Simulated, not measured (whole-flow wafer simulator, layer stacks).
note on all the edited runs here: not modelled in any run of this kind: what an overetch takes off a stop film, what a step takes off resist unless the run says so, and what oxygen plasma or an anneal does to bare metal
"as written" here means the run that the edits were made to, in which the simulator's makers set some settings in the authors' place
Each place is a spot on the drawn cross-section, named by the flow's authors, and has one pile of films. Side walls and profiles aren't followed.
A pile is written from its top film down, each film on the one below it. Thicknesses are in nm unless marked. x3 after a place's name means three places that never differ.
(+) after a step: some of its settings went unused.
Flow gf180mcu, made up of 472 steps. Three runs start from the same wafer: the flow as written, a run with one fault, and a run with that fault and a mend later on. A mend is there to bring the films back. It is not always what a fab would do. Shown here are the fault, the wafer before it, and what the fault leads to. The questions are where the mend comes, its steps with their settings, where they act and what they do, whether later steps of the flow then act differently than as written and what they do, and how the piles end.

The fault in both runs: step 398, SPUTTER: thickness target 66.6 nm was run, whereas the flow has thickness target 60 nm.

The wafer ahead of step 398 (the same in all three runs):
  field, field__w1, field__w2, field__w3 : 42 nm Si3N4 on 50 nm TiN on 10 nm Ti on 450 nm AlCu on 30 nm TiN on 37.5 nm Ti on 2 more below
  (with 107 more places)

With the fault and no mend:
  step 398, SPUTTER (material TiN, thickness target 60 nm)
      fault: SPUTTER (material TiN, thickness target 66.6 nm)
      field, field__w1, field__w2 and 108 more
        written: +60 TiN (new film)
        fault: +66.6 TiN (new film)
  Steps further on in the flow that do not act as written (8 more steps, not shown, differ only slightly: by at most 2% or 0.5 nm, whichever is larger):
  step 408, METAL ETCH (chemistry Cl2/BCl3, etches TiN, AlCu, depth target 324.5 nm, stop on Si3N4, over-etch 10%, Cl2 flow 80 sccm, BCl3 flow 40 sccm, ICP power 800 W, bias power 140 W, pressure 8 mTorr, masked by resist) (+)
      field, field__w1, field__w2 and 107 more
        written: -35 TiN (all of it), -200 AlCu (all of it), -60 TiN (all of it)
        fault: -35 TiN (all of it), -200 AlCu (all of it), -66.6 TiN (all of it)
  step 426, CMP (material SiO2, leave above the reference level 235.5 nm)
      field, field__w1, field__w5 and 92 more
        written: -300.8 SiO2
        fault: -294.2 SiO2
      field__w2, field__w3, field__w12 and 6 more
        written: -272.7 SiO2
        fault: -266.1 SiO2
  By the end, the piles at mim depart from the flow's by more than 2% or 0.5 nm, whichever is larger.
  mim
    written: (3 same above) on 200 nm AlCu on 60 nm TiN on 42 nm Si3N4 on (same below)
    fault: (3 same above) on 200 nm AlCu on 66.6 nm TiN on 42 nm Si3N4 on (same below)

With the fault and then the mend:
  The mend follows step 398.
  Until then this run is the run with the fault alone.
  step 398a, METAL ETCH (chemistry Cl2/BCl3, etches TiN, AlCu, Ti, depth target 6.6 nm, Cl2 flow 80 sccm, BCl3 flow 40 sccm, ICP power 800 W, bias power 140 W, pressure 8 mTorr) (the flow's step 260 again, with other settings)
      field, field__w1, field__w2 and 108 more
        -6.6 TiN
  Every later step of the flow that is run acts as written at every place that is followed.
  By the end, the piles equal the flow's at every place that both follow.
